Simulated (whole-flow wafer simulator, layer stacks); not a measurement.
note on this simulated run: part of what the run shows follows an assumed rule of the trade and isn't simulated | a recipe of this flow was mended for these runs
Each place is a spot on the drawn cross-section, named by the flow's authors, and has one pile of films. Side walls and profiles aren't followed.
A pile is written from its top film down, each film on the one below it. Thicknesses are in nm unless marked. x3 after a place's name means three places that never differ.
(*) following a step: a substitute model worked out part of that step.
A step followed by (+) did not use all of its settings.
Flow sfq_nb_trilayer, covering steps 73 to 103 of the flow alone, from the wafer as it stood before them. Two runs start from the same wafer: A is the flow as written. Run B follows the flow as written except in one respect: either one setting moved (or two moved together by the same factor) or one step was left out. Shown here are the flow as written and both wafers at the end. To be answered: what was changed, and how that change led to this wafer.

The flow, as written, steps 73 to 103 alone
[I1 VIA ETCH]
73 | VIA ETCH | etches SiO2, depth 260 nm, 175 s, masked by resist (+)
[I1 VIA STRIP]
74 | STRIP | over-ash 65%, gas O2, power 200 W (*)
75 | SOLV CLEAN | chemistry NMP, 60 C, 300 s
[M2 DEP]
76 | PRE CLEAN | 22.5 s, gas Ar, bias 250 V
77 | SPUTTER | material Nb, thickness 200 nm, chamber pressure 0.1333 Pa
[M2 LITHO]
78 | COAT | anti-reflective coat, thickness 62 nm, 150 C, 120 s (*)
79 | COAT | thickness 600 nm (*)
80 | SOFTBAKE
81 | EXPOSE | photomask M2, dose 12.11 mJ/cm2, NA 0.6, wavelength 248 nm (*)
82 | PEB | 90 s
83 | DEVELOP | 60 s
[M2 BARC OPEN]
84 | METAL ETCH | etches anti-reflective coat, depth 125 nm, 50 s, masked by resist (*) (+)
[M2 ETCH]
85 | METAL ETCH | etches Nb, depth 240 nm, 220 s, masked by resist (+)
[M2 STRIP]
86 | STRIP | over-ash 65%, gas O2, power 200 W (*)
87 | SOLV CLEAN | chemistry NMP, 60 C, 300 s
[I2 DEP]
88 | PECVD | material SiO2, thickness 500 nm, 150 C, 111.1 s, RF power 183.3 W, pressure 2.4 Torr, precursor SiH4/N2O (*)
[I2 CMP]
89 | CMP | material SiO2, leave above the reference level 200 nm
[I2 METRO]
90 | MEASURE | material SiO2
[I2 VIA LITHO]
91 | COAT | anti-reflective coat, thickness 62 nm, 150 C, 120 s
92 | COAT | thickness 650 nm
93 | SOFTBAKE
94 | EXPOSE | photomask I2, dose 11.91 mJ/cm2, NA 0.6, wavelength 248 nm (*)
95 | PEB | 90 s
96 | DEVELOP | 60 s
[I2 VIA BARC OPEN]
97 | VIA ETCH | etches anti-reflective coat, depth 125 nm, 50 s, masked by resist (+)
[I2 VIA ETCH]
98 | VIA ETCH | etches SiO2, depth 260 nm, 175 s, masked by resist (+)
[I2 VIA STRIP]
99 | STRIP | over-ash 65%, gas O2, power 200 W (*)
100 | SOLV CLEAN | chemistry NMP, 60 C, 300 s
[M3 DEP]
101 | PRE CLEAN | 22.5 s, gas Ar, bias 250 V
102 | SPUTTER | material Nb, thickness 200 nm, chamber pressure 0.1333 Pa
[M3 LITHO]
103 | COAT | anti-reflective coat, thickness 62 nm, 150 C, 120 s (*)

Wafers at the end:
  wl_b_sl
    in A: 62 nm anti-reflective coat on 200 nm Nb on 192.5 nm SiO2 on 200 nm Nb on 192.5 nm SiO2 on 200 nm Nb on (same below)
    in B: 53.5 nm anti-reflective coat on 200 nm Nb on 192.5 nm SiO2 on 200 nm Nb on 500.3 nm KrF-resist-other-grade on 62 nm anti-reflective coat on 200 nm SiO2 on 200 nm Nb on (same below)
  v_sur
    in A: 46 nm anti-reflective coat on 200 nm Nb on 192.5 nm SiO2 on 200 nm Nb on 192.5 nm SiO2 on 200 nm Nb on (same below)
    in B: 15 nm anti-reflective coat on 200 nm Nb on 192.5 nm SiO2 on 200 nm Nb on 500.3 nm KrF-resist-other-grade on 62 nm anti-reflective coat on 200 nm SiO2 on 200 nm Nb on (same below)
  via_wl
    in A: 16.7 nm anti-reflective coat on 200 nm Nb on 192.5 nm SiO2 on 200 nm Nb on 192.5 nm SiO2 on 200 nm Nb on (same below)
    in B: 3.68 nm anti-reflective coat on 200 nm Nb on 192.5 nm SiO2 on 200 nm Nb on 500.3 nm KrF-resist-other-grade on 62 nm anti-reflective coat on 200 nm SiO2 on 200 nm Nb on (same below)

Cause: step 74, STRIP: over-ash 65%, gas O2, power 200 W (*), was not run.

Step by step, how the change led to this:
  76 | PRE CLEAN | 22.5 s, gas Ar, bias 250 V
      field_l, v_sur, via_wl and 102 more: A SiO2 loses 7.5 | B KrF-resist-other-grade loses 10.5
  77 | SPUTTER | material Nb, thickness 200 nm, chamber pressure 0.1333 Pa
      via_v: A Nb gains 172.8 | B Nb gains 82.8
  78 | COAT | anti-reflective coat, thickness 62 nm, 150 C, 120 s (*)
      v_sur: A anti-reflective coat gains 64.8 (new film) | B anti-reflective coat gains 62.3 (new film)
      via_wl: A anti-reflective coat gains 67.7 (new film) | B anti-reflective coat gains 63.8 (new film)
      (also at 8 further places)
  79 | COAT | thickness 600 nm (*)
      via_wr: A KrF-resist-other-grade gains 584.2 (new film) | B KrF-resist-other-grade gains 572.5 (new film)
      via_sp: A KrF-resist-other-grade gains 600.7 (new film) | B KrF-resist-other-grade gains 564.9 (new film)
      (also at 2 further places)
  82 | PEB | 90 s
      via_v: A KrF-resist-other-grade loses 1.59 | B KrF-resist-other-grade loses 3.22
  84 | METAL ETCH | etches anti-reflective coat, depth 125 nm, 50 s, masked by resist (*) (+)
      be: A anti-reflective coat loses 68.5 (all of it) | B anti-reflective coat loses 60.7 (all of it)
      be_sur: A anti-reflective coat loses 70.4 (all of it) | B anti-reflective coat loses 64.9 (all of it)
      (also at 1 further place)
  85 | METAL ETCH | etches Nb, depth 240 nm, 220 s, masked by resist (+)
      field_l, be, be_sur and 81 more: A Nb loses 200 (all of it), SiO2 loses 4 | B Nb loses 200 (all of it), KrF-resist-other-grade loses 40
  86 | STRIP | over-ash 65%, gas O2, power 200 W (*)
      field_l, be, be_sur and 81 more: A nothing | B KrF-resist-other-grade loses 460.3 (all of it), anti-reflective coat loses 62 (all of it)
      v_sur: A KrF-resist-other-grade loses 360.6 (all of it), anti-reflective coat loses 64.8 (all of it) | B KrF-resist-other-grade loses 355.8 (all of it), anti-reflective coat loses 62.3 (all of it)
      (also at 6 further places)
  88 | PECVD | material SiO2, thickness 500 nm, 150 C, 111.1 s, RF power 183.3 W, pressure 2.4 Torr, precursor SiH4/N2O (*)
      via_v: A SiO2 gains 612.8 (new film) | B SiO2 gains 200.7 (new film), void gains 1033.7 (new film), SiO2 gains 156.6 (new film)
  89 | CMP | material SiO2, leave above the reference level 200 nm
      field_l, be, be_sur and 81 more: A SiO2 loses 96 | B nothing
      via_v: A SiO2 loses 181.6 | B SiO2 loses 200.7 (all of it), void loses 1033.7 (all of it)
  91 | COAT | anti-reflective coat, thickness 62 nm, 150 C, 120 s
      m0r_line_l x3, m0r_line_r x3: A anti-reflective coat gains 62 (new film) | B anti-reflective coat gains 15.8 (new film)
      m0r_space_l, m0r_space_r, m6r_space_l x2, m6r_space_r x2: A anti-reflective coat gains 62 (new film) | B anti-reflective coat gains 171.6 (new film)
      (also at 93 further places)
  92 | COAT | thickness 650 nm
      m0r_line_l x3, m0r_line_r x3: A KrF-resist-other-grade gains 650 (new film) | B KrF-resist-other-grade gains 899.2 (new film)
      m0r_space_l, m0r_space_r, m6r_space_l x2, m6r_space_r x2: A KrF-resist-other-grade gains 650 (new film) | B KrF-resist-other-grade gains 768.4 (new film)
      (also at 88 further places)
  95 | PEB | 90 s
      m0r_line_l x3, m0r_line_r x3: A KrF-resist-other-grade loses 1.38 | B KrF-resist-other-grade loses 2.02
      m5r_linepad_l, m5r_linepad_r: A KrF-resist-other-grade loses 1.38 | B KrF-resist-other-grade loses 0.86
      (also at 2 further places)
  96 | DEVELOP | 60 s
      via_w: A KrF-resist-other-grade loses 648.6 (all of it) | B KrF-resist-other-grade loses 530.5 (all of it)
  97 | VIA ETCH | etches anti-reflective coat, depth 125 nm, 50 s, masked by resist (+)
      via_w: A anti-reflective coat loses 62 (all of it), SiO2 loses 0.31 | B anti-reflective coat loses 29.9 (all of it), SiO2 loses 0.48
  99 | STRIP | over-ash 65%, gas O2, power 200 W (*)
      m0r_line_l x3, m0r_line_r x3: A KrF-resist-other-grade loses 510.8 (all of it), anti-reflective coat loses 62 (all of it) | B KrF-resist-other-grade loses 759.4 (all of it), anti-reflective coat loses 15.8 (all of it)
      m0r_space_l, m0r_space_r, m6r_space_l x2, m6r_space_r x2: A KrF-resist-other-grade loses 510.8 (all of it), anti-reflective coat loses 62 (all of it) | B KrF-resist-other-grade loses 628.9 (all of it), anti-reflective coat loses 171.6 (all of it)
      (also at 92 further places)
  ... and 1 more step ...
  103 | COAT | anti-reflective coat, thickness 62 nm, 150 C, 120 s (*)
      m0r_space_l, m0r_space_r, m6r_space_l x2, m6r_space_r x2: A anti-reflective coat gains 62 (new film) | B anti-reflective coat gains 194.4 (new film)
      m0r_line_l x3: A anti-reflective coat gains 62 (new film) | B anti-reflective coat gains 32.8 (new film)
      (also at 84 further places)
